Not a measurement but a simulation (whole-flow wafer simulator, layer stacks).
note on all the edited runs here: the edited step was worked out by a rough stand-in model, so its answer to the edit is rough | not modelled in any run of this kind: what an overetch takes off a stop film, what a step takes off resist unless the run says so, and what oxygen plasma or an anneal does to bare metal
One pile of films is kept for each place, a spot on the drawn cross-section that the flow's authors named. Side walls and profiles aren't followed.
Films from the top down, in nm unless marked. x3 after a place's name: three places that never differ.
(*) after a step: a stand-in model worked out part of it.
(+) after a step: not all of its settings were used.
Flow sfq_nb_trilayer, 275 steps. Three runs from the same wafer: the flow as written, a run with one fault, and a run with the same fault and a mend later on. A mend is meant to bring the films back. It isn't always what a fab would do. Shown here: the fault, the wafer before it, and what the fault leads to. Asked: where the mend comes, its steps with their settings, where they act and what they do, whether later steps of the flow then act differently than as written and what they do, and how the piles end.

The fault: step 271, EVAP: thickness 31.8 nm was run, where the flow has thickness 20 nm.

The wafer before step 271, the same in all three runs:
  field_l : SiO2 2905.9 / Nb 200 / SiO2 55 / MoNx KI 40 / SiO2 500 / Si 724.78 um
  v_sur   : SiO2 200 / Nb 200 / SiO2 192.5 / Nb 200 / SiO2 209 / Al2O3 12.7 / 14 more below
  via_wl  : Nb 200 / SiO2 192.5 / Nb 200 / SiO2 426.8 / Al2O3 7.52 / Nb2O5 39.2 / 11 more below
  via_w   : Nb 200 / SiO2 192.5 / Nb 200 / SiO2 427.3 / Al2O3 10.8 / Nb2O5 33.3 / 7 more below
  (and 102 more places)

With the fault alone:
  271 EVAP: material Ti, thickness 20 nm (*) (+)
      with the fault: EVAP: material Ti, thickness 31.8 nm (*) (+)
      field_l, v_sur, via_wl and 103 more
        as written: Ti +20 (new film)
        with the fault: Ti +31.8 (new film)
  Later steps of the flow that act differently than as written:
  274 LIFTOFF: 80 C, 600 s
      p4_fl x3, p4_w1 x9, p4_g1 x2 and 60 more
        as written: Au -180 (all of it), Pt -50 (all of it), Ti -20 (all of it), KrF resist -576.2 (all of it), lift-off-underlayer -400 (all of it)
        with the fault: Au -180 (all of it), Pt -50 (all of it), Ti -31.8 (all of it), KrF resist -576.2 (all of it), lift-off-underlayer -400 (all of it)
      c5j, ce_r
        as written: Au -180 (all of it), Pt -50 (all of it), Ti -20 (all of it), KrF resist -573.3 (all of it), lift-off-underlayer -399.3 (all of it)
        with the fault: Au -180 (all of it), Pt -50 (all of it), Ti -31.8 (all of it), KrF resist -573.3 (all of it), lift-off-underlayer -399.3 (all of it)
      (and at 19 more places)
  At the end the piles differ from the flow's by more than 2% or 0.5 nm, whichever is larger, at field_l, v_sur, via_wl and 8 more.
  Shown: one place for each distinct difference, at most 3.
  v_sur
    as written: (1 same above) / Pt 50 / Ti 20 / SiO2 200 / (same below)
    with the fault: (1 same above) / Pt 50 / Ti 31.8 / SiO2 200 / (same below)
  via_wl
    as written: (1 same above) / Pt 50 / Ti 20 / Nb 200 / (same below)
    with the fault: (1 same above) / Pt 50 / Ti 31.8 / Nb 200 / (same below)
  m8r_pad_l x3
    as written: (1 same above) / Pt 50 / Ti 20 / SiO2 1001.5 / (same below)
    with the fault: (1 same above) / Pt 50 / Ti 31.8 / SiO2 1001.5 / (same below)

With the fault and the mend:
  The mend comes after step 271.
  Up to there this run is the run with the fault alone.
  271a METAL ETCH: etches Ti, MoNx, depth 11.8 nm (the flow's step 190 once more, with other settings)
      field_l, v_sur, via_wl and 103 more
        Ti -11.8
  No later step of the flow acts differently than as written at any place that is followed.
  At the end the piles are the same as the flow's at every place that both follow.
